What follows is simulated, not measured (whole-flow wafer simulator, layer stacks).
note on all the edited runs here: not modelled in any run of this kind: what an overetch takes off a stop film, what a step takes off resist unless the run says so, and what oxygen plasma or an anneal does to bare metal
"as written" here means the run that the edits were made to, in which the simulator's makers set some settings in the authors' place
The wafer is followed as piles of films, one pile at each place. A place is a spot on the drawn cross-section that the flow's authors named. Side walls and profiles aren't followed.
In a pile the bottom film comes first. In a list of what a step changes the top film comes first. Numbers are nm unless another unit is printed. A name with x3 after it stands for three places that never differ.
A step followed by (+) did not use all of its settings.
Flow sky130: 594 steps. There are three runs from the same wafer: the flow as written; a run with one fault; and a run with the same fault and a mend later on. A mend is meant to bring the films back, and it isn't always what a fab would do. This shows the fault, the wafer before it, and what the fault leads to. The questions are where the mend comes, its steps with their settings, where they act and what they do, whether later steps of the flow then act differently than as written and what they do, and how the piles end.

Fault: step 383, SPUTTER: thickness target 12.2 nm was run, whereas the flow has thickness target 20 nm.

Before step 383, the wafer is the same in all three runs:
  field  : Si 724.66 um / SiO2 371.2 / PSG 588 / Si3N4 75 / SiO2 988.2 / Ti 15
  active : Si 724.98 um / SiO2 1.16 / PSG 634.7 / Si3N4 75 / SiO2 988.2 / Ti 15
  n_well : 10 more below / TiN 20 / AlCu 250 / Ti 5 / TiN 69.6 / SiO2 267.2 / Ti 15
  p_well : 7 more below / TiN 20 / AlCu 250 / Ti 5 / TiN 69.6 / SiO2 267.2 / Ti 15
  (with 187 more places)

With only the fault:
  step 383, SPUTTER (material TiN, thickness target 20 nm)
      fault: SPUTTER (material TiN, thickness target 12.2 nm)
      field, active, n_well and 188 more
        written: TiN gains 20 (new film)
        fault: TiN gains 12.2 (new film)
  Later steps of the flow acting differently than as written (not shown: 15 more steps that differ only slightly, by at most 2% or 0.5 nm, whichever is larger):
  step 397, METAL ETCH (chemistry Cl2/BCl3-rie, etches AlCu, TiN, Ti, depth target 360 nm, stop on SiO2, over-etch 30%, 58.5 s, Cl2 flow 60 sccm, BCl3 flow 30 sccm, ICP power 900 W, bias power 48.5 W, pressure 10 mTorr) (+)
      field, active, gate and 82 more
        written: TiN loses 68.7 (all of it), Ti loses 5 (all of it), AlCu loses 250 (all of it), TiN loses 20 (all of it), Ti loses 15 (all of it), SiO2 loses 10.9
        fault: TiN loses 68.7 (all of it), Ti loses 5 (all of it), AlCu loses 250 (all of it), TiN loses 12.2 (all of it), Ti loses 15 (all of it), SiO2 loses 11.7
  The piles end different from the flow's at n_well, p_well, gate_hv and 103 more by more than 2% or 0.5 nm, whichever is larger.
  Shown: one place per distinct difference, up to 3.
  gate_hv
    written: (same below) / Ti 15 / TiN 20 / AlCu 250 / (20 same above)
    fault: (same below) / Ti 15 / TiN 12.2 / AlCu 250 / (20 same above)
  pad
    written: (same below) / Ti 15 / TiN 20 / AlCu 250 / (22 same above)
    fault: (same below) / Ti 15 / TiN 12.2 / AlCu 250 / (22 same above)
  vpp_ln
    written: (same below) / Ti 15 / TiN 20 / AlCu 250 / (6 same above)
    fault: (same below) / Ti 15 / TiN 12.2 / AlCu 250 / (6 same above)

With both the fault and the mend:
  The mend stands after step 383.
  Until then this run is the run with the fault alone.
  step 383a, SPUTTER (material TiN, thickness target 7.8 nm) (the flow's step 383, run once more with other settings)
      field, active, n_well and 188 more
        TiN gains 7.8
  None of the later steps of the flow acts differently than as written at any place that is followed.
  The piles end the same as the flow's at every place that both follow.
